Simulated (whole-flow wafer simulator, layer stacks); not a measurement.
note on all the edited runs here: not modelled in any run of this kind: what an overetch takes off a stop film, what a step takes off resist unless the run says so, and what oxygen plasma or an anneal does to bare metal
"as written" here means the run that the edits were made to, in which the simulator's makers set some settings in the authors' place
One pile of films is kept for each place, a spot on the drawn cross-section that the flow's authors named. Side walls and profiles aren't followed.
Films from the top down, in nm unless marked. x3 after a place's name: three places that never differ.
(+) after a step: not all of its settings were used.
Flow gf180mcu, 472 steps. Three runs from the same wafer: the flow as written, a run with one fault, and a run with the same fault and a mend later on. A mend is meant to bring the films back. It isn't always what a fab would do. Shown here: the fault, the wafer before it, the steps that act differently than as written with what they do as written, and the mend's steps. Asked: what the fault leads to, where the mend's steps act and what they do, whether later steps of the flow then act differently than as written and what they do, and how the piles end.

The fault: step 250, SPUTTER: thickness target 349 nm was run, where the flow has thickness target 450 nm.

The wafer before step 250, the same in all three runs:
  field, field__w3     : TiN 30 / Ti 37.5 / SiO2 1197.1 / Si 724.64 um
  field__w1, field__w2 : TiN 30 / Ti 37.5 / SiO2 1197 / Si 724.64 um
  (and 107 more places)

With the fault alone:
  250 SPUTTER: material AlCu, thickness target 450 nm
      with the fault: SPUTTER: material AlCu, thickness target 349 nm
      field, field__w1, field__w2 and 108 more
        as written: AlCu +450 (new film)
        with the fault: AlCu +349 (new film)
  Later steps of the flow that act differently than as written:
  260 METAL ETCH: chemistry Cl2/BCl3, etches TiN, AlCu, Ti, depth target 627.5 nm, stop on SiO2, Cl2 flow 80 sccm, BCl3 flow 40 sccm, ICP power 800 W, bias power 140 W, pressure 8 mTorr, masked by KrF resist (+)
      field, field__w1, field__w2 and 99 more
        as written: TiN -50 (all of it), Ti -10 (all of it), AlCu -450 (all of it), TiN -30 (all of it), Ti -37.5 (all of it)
        with the fault: TiN -50 (all of it), Ti -10 (all of it), AlCu -349 (all of it), TiN -30 (all of it), Ti -37.5 (all of it)
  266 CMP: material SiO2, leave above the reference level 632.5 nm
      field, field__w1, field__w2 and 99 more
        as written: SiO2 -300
        with the fault: SiO2 -401
  At the end the piles differ from the flow's by more than 2% or 0.5 nm, whichever is larger, at field__w8, contact, m1 and 6 more.
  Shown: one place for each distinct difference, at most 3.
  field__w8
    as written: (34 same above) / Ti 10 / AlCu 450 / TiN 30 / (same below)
    with the fault: (34 same above) / Ti 10 / AlCu 349 / TiN 30 / (same below)
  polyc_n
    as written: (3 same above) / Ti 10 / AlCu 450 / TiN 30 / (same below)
    with the fault: (3 same above) / Ti 10 / AlCu 349 / TiN 30 / (same below)
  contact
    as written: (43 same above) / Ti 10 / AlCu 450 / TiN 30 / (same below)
    with the fault: (43 same above) / Ti 10 / AlCu 349 / TiN 30 / (same below)

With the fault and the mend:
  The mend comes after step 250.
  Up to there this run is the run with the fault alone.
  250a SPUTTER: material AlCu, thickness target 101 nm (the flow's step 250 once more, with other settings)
      field, field__w1, field__w2 and 108 more
        AlCu +101
  No later step of the flow acts differently than as written at any place that is followed.
  At the end the piles are the same as the flow's at every place that both follow.
